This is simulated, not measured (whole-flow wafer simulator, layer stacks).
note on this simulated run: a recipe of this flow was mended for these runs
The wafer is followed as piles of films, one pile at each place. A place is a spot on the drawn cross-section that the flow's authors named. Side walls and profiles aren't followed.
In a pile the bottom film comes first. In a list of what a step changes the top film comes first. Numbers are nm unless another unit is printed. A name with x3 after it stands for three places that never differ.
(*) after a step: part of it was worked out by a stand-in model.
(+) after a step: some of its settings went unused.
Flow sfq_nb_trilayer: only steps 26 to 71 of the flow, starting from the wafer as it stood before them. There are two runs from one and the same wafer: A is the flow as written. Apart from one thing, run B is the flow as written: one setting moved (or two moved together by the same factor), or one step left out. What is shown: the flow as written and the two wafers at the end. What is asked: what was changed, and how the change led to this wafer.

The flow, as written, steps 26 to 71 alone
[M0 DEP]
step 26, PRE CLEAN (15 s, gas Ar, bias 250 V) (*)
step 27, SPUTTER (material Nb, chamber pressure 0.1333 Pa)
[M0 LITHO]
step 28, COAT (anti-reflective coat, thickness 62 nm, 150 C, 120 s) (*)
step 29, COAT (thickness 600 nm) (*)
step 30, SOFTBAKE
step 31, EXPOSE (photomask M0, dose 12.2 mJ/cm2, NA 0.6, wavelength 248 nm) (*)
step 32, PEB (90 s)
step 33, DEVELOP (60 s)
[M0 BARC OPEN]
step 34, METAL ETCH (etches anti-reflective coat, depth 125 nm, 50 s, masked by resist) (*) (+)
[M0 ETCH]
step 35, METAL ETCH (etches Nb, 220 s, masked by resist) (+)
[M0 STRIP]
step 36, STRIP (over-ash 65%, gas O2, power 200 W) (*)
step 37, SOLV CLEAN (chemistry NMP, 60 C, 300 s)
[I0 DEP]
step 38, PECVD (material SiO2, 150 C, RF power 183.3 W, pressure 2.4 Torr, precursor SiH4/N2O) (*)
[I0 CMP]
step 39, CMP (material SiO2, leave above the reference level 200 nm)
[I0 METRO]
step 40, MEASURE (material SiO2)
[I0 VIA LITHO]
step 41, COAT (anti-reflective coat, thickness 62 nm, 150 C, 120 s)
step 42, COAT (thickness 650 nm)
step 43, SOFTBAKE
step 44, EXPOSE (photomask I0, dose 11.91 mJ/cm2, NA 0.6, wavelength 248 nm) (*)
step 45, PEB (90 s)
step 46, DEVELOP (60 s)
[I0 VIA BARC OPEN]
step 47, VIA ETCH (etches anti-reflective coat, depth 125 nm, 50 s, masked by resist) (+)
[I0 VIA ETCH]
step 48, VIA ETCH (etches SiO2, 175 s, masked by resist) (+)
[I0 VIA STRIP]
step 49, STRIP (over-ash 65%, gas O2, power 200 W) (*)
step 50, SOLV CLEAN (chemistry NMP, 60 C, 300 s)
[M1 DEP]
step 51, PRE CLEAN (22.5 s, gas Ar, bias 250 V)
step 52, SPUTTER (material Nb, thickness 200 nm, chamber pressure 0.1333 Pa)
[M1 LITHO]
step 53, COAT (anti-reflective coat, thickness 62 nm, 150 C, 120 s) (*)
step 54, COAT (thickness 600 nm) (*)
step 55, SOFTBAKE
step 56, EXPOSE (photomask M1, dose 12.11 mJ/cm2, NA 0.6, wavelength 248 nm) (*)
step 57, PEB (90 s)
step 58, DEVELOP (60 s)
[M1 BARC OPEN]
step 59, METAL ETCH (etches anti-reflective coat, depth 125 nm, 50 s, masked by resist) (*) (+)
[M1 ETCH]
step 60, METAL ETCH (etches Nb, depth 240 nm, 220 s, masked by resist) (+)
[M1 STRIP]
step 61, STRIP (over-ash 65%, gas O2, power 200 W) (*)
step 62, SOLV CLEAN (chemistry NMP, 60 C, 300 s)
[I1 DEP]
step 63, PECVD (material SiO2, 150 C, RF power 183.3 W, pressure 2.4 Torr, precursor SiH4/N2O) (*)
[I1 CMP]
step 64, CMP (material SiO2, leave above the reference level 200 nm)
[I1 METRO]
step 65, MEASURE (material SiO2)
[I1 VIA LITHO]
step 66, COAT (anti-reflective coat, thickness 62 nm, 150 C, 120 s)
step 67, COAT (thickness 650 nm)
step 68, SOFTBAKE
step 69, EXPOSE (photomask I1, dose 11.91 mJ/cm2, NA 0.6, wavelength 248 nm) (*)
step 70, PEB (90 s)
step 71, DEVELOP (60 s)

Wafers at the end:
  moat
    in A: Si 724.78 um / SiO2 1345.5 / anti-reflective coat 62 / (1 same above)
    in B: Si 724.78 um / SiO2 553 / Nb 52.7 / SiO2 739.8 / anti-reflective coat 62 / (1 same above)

Cause: step 35, METAL ETCH: 135 s was run, though the flow has 220 s.

How this came from the change, step by step:
  step 35, METAL ETCH (etches Nb, 220 s, masked by resist) (+)
      moat, m0r_space_l x2: A -200 Nb (all of it), -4 SiO2 | B -147.3 Nb
      field_l, v_sur, via_wl and 100 more: A -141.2 KrF-resist-other-grade | B -86.6 KrF-resist-other-grade
  step 36, STRIP (over-ash 65%, gas O2, power 200 W) (*)
      p4_fl x53, wl_j_sl x16, wl_d_sl x2: A -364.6 KrF-resist-other-grade (all of it), -62 anti-reflective coat (all of it) | B -419.2 KrF-resist-other-grade (all of it), -62 anti-reflective coat (all of it)
      jj_sur, ce_l, c5j, res: A -370.5 KrF-resist-other-grade (all of it), -63.7 anti-reflective coat (all of it) | B -425 KrF-resist-other-grade (all of it), -63.7 anti-reflective coat (all of it)
      (also at 28 further places)
  step 38, PECVD (material SiO2, 150 C, RF power 183.3 W, pressure 2.4 Torr, precursor SiH4/N2O) (*)
      moat, m0r_space_l x2: A +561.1 SiO2 | B +504.3 SiO2 (new film)
With metal films that touch counted as one body, moat has 1 body; the flow as written gives 0 bodies.
